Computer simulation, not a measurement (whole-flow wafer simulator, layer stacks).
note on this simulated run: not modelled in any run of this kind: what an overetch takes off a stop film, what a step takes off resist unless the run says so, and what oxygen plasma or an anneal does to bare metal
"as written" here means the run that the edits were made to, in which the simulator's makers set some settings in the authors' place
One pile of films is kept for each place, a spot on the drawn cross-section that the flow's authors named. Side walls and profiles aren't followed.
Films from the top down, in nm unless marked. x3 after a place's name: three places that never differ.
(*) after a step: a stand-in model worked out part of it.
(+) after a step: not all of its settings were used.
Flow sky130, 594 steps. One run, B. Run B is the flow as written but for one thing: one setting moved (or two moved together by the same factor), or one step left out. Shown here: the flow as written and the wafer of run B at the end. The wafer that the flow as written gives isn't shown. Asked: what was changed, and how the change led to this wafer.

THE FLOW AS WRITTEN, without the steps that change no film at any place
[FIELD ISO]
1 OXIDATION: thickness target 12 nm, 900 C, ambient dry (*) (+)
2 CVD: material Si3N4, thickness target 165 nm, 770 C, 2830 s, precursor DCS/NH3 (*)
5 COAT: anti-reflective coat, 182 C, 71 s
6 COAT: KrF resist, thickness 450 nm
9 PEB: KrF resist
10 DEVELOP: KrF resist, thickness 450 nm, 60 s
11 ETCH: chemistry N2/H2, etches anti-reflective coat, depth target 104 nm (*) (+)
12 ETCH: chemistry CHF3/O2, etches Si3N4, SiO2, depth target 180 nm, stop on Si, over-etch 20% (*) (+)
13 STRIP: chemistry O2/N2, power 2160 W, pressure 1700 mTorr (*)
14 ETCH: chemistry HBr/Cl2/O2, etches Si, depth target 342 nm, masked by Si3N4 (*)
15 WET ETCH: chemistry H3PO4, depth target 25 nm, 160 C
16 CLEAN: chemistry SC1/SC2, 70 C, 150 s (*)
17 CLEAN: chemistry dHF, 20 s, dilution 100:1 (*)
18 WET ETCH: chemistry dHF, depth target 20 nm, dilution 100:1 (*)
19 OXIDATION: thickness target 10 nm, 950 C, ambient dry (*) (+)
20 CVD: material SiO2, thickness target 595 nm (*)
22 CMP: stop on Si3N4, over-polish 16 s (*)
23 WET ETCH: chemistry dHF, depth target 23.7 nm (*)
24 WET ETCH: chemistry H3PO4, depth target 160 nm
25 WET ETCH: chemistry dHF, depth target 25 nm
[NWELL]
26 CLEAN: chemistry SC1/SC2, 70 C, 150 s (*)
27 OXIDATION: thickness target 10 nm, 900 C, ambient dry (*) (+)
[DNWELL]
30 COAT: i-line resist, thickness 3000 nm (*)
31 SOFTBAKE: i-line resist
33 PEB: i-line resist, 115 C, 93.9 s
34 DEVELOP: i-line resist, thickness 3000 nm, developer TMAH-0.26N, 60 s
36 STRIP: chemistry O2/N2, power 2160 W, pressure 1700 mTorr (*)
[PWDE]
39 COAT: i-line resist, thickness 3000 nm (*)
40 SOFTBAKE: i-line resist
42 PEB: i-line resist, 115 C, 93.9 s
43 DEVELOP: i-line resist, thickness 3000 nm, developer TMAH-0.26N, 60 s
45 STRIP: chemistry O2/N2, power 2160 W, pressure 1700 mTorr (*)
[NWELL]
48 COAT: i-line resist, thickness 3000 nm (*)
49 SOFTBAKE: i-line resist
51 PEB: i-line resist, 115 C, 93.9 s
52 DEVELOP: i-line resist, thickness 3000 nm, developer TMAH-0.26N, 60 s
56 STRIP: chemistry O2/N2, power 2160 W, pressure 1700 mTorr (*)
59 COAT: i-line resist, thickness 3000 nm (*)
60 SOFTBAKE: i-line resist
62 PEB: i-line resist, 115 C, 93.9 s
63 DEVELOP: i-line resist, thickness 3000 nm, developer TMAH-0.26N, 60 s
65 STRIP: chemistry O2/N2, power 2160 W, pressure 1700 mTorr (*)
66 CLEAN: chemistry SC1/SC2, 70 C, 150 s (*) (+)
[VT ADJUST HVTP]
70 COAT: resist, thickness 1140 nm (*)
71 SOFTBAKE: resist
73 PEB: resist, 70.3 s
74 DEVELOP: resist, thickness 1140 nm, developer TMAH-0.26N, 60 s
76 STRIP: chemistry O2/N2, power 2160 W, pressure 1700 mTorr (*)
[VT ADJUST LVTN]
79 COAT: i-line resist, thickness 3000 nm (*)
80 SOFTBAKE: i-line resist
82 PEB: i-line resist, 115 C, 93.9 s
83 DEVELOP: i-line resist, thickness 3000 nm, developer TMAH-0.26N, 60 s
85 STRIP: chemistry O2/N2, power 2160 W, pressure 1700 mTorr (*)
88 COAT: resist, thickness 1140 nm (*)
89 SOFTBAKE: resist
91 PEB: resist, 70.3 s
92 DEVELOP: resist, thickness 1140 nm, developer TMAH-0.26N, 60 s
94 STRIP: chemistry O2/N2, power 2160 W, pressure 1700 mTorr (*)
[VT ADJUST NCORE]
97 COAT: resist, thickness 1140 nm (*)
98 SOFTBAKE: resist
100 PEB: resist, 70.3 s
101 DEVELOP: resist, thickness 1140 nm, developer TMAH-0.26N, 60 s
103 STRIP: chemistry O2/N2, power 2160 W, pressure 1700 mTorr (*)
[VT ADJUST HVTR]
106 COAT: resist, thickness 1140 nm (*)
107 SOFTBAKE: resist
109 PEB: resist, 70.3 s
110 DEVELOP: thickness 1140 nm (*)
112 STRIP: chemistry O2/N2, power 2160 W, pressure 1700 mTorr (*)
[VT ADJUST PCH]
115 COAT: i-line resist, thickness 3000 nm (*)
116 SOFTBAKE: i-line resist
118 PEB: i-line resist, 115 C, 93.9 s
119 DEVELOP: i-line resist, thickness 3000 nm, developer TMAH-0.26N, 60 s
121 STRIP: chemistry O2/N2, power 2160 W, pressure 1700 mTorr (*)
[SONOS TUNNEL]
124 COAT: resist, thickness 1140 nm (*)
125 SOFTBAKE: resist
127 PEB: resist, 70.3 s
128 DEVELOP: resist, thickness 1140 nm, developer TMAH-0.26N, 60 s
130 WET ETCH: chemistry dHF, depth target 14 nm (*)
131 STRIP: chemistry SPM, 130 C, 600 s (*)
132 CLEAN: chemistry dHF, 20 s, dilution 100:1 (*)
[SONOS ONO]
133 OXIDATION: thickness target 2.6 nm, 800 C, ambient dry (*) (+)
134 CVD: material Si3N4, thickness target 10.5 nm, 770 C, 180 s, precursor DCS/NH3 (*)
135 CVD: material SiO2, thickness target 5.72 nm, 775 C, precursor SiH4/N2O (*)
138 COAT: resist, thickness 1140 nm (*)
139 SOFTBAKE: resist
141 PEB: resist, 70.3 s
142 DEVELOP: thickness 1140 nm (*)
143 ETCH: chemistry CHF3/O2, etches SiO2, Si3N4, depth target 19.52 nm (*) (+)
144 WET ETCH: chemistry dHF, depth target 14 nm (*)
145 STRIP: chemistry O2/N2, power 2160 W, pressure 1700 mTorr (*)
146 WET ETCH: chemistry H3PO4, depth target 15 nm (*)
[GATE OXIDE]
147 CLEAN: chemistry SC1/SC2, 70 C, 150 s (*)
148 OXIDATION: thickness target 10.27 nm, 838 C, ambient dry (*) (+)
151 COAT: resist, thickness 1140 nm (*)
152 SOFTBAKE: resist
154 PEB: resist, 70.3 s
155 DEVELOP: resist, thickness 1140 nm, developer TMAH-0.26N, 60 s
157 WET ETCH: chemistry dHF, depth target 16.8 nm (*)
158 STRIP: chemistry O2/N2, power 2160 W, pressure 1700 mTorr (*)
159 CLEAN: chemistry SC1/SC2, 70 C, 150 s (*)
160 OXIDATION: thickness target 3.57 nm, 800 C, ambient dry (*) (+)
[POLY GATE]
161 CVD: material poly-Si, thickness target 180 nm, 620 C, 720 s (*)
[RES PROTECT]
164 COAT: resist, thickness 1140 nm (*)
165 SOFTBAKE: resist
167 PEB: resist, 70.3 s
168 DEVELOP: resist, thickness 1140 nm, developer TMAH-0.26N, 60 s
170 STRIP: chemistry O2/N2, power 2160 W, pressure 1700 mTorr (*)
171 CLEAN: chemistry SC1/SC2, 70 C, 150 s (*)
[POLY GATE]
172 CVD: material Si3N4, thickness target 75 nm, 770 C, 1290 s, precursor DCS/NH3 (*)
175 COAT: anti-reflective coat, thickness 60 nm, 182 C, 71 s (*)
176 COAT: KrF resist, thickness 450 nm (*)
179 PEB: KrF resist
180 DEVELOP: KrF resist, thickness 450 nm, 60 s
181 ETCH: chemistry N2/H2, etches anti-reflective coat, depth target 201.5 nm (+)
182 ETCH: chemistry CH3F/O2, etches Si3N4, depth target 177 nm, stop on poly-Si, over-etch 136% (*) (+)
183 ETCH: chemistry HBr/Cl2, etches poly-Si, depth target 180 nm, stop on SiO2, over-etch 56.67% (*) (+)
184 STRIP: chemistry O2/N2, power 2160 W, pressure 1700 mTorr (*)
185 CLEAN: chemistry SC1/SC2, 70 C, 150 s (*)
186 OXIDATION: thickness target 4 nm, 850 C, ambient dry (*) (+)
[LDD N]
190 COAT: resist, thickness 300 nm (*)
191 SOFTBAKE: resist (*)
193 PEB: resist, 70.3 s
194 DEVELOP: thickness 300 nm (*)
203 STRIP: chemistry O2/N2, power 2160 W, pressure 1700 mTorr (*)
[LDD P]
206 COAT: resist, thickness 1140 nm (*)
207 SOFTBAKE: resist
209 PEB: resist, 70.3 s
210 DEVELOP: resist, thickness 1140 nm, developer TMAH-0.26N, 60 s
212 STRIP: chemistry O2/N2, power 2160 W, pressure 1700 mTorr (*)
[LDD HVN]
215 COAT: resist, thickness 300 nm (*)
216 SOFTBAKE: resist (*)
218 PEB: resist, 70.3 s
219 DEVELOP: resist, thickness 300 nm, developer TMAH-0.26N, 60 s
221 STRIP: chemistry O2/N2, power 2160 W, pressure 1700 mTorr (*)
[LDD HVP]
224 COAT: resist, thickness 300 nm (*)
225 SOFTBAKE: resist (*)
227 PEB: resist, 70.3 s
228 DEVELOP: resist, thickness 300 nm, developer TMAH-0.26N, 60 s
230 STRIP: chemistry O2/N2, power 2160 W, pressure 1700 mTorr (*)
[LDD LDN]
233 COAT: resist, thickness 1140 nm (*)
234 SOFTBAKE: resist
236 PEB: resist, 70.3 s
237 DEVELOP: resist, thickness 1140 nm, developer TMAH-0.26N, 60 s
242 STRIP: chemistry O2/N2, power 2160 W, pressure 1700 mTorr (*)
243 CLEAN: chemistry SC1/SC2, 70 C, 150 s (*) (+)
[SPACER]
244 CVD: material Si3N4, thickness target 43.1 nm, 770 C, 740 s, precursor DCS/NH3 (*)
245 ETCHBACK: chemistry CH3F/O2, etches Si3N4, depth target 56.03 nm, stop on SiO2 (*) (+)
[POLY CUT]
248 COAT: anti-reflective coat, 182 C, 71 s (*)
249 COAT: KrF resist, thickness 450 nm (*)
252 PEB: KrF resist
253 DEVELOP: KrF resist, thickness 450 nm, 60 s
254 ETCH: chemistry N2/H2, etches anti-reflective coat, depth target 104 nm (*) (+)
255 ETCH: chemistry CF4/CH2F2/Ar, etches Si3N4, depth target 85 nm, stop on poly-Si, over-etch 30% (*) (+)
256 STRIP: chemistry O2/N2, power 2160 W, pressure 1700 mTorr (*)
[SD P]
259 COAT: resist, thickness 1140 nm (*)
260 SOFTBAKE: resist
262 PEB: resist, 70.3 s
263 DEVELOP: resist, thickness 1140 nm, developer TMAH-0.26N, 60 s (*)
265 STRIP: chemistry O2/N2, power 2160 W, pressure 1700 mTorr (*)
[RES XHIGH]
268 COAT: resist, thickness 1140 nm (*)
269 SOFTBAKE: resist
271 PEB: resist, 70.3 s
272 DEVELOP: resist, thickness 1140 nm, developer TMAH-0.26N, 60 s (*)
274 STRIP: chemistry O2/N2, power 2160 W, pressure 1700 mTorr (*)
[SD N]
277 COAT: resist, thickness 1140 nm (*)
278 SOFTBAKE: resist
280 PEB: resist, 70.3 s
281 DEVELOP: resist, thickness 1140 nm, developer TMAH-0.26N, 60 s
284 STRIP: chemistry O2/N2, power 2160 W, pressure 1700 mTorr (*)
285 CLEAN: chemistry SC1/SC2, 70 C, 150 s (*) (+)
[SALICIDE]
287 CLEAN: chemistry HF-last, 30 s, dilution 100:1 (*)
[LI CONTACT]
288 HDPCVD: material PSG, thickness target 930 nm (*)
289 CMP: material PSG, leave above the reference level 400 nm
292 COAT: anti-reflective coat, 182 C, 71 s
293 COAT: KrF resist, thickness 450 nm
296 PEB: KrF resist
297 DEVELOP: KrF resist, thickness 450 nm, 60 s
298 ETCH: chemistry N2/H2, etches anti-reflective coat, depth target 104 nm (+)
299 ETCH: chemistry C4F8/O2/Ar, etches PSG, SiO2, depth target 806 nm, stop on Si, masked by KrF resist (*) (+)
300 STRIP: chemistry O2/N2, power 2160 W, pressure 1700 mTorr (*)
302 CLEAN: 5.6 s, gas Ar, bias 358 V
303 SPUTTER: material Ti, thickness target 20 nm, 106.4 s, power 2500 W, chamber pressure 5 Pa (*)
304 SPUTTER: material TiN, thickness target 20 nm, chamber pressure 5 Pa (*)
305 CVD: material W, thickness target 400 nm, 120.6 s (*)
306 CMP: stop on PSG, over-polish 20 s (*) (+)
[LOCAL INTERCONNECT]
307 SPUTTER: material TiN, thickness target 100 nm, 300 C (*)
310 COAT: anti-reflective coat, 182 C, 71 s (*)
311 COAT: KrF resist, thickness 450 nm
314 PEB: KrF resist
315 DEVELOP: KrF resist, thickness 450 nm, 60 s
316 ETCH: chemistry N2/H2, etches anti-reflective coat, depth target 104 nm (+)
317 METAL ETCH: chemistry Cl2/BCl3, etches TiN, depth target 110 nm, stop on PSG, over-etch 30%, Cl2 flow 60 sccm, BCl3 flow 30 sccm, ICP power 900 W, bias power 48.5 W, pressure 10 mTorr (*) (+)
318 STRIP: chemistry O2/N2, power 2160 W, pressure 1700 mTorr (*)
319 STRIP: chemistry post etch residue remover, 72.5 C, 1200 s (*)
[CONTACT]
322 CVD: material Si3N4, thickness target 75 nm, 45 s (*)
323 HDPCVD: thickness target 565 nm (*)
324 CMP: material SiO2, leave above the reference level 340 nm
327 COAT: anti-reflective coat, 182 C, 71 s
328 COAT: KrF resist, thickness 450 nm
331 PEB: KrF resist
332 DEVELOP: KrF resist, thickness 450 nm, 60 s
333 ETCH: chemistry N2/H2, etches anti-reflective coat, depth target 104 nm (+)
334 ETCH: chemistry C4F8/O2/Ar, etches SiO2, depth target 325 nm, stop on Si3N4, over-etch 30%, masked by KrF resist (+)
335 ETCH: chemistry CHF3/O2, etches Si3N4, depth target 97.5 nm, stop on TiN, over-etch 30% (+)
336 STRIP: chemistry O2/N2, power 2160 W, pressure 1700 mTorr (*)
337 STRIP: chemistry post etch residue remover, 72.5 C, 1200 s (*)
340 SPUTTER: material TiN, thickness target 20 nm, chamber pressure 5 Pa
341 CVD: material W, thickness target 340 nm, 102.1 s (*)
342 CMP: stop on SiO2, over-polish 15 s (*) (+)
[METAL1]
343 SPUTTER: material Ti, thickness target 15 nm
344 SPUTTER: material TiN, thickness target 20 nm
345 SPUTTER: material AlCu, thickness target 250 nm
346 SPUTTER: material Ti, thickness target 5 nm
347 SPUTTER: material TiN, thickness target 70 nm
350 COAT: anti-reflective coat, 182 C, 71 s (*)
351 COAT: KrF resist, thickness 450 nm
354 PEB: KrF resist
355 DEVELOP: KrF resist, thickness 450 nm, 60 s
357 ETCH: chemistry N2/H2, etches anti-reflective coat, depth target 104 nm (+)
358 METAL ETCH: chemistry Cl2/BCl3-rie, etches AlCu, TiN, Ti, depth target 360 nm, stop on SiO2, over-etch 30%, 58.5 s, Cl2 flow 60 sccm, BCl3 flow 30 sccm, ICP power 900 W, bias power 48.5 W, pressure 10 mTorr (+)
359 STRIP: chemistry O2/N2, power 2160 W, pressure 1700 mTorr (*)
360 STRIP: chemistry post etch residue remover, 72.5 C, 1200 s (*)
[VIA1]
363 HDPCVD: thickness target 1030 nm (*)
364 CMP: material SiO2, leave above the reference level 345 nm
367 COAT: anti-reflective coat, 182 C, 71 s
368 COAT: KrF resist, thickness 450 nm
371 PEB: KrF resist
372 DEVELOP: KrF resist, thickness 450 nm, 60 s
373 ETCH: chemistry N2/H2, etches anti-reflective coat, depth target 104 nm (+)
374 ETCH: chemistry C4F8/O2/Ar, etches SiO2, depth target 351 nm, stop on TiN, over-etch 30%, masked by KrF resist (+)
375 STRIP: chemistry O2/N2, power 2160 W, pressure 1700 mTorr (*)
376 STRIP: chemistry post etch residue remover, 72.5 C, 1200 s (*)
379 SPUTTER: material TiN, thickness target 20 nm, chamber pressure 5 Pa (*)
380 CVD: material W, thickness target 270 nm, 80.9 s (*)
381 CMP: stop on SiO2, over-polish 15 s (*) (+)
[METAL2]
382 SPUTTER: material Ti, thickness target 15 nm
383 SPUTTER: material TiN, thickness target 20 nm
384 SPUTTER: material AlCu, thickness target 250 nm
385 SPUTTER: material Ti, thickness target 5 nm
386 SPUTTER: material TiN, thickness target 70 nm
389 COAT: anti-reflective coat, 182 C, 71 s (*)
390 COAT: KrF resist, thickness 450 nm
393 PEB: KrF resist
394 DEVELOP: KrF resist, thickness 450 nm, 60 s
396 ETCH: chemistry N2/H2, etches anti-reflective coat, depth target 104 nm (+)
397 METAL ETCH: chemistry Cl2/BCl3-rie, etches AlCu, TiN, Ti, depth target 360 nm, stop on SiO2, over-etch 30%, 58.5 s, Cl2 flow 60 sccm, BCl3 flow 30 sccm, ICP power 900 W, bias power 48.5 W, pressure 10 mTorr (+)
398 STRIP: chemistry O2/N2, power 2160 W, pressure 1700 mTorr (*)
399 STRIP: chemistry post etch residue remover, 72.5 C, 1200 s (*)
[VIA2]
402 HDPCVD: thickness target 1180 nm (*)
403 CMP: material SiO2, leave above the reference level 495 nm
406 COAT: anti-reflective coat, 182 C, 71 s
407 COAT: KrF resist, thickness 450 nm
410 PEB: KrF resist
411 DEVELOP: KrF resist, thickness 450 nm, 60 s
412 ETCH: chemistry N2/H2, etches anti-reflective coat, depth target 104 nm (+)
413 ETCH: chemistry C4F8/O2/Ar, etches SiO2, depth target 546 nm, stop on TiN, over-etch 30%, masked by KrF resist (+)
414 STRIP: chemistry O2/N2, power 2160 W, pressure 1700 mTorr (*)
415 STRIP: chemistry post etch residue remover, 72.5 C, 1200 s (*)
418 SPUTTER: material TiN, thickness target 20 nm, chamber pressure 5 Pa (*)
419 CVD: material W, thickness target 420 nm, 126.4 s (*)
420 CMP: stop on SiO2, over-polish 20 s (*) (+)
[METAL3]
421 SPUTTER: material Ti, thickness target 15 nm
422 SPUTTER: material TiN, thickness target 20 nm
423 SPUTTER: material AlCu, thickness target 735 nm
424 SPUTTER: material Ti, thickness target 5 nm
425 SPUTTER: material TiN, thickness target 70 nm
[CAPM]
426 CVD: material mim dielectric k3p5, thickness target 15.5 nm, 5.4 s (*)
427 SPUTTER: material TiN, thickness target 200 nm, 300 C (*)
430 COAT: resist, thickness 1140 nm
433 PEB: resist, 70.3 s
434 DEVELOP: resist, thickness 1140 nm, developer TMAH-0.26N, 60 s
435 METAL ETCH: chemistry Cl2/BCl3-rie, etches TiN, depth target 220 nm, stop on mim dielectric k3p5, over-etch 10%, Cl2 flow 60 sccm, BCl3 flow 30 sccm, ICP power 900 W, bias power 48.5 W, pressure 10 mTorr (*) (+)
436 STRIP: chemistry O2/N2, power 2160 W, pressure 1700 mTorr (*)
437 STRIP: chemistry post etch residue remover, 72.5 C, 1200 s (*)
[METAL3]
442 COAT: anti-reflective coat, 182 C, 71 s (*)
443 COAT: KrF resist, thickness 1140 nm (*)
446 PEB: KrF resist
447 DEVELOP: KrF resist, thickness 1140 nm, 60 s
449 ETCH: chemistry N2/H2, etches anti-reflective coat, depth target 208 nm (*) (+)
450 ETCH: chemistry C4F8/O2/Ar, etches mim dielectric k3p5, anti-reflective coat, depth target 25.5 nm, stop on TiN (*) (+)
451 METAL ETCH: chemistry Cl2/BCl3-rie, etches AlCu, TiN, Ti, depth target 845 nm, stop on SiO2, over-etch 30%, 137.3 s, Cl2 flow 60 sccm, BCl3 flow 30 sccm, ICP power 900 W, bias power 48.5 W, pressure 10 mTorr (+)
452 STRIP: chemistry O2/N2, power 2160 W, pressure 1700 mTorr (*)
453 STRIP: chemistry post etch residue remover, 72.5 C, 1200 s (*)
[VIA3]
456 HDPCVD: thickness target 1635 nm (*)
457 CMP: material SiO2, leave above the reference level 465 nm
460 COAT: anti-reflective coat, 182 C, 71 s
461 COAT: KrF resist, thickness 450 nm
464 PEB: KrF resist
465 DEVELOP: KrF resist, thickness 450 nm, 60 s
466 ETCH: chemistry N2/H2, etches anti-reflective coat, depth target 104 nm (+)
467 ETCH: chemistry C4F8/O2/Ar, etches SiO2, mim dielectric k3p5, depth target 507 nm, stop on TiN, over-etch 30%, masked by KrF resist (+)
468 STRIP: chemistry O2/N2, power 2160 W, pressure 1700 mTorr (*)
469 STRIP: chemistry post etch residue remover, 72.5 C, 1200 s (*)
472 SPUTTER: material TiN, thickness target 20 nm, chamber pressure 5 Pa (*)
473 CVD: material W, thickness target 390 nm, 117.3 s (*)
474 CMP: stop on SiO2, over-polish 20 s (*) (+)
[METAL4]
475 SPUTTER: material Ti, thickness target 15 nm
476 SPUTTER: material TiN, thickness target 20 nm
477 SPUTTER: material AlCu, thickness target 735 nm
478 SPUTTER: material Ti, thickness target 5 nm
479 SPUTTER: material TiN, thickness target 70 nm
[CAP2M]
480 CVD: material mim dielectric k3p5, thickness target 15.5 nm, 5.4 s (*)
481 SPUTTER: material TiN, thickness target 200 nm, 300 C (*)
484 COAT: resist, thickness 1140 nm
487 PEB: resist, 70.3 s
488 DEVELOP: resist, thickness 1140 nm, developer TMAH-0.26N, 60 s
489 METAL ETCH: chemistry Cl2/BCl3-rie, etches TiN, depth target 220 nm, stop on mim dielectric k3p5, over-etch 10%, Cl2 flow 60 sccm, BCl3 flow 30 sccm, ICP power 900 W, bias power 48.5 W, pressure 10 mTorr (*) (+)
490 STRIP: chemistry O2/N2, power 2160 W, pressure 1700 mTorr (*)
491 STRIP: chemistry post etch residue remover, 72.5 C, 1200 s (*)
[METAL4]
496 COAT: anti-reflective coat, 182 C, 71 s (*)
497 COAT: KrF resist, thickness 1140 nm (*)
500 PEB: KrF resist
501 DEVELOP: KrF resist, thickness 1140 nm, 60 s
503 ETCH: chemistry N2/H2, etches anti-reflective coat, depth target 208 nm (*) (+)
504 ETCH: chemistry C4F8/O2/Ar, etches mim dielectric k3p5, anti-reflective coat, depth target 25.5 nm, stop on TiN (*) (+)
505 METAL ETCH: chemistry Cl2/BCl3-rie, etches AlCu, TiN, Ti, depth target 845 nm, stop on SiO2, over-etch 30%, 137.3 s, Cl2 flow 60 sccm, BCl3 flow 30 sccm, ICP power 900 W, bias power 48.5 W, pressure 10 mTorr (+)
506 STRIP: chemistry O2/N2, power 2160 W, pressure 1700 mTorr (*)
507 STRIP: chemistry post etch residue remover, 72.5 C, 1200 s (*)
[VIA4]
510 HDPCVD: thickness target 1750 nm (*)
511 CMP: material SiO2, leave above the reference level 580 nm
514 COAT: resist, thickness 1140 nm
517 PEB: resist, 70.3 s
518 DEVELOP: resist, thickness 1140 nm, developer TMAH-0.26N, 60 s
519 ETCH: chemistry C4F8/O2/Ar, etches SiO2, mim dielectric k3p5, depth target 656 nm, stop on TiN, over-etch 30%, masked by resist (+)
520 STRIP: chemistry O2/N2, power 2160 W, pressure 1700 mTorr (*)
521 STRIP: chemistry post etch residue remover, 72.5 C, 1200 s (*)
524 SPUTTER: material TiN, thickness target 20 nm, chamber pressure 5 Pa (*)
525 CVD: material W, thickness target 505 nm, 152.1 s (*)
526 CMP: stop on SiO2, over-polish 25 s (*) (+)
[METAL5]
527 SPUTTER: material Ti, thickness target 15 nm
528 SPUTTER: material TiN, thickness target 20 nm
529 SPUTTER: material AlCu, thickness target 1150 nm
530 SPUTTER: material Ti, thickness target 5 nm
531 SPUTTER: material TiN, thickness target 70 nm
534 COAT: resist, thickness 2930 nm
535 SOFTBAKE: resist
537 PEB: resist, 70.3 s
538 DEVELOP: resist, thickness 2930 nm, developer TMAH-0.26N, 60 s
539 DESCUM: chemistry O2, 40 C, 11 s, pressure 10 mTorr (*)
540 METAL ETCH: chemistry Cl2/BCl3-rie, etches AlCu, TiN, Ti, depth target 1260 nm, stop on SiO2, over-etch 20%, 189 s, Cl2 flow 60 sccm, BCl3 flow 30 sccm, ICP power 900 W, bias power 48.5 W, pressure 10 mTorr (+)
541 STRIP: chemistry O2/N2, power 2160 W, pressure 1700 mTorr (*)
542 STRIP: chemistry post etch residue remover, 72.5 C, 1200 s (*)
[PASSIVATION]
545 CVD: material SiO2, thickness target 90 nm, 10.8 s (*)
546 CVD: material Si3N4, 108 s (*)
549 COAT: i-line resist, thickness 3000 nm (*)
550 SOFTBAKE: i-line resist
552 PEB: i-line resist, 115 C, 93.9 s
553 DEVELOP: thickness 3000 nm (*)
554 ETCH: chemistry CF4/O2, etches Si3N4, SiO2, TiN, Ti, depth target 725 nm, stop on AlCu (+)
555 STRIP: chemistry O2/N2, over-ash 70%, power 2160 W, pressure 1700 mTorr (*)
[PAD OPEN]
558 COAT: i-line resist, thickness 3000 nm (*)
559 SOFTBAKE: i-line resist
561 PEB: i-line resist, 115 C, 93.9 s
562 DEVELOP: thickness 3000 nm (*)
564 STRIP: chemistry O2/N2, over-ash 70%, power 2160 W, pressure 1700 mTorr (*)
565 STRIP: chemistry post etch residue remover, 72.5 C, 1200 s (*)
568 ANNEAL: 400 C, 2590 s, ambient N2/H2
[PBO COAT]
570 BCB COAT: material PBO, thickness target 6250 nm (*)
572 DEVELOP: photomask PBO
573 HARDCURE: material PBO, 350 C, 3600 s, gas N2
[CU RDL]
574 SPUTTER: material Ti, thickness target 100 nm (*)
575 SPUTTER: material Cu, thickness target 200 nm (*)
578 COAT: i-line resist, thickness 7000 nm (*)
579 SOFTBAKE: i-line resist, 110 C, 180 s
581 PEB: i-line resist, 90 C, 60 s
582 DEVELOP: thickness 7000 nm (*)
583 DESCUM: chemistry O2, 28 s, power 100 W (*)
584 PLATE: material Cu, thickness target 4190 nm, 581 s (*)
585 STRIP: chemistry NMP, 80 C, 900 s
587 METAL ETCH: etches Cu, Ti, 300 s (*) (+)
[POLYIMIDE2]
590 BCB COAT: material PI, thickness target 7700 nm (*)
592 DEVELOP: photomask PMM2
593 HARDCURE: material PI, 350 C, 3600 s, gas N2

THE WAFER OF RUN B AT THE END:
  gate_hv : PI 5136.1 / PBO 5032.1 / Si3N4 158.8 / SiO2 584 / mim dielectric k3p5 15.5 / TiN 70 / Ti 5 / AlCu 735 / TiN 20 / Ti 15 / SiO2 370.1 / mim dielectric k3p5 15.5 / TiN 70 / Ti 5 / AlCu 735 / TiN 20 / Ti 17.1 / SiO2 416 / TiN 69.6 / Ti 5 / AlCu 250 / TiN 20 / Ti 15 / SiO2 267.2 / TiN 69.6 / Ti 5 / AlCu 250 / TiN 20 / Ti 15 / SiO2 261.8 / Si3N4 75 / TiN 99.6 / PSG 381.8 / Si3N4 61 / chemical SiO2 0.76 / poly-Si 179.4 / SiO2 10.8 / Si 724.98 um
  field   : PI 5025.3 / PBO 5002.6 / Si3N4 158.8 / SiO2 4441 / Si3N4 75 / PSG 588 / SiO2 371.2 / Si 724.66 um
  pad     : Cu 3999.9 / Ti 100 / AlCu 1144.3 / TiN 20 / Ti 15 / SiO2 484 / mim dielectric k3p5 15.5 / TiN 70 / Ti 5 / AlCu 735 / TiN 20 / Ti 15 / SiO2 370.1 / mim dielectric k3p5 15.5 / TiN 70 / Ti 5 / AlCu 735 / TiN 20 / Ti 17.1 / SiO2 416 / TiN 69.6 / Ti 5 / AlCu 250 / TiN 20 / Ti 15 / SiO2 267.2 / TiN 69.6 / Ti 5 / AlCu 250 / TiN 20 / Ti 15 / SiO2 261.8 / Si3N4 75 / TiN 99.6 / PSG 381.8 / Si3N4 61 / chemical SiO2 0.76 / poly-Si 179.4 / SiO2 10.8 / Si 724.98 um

The cause: step 421, SPUTTER: thickness target 17.1 nm was run, where the flow has thickness target 15 nm.
It can be read off the wafer: gate_hv has Ti 17.1, and step 421 as written asks for 15 nm.

How the change led to this, step by step:
  421 SPUTTER: material Ti, thickness target 15 nm
      field, active, n_well and 188 more: Ti +17.1 (new film) (as written it would be: Ti +15 (new film))
  451 METAL ETCH: chemistry Cl2/BCl3-rie, etches AlCu, TiN, Ti, depth target 845 nm, stop on SiO2, over-etch 30%, 137.3 s, Cl2 flow 60 sccm, BCl3 flow 30 sccm, ICP power 900 W, bias power 48.5 W, pressure 10 mTorr (+)
      field, gate, spacer and 68 more: TiN -70 (all of it), Ti -5 (all of it), AlCu -735 (all of it), TiN -20 (all of it), Ti -17.1 (all of it), SiO2 -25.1 (as written it would be: TiN -70 (all of it), Ti -5 (all of it), AlCu -735 (all of it), TiN -20 (all of it), Ti -15 (all of it), SiO2 -25.4)
      active, vpp_ln, vpp_iso2 and 11 more: TiN -70 (all of it), Ti -5 (all of it), AlCu -735 (all of it), TiN -20 (all of it), Ti -17.1 (all of it), SiO2 -25.1 (as written it would be: TiN -70 (all of it), Ti -5 (all of it), AlCu -735 (all of it), TiN -20 (all of it), Ti -15 (all of it), SiO2 -25.3)
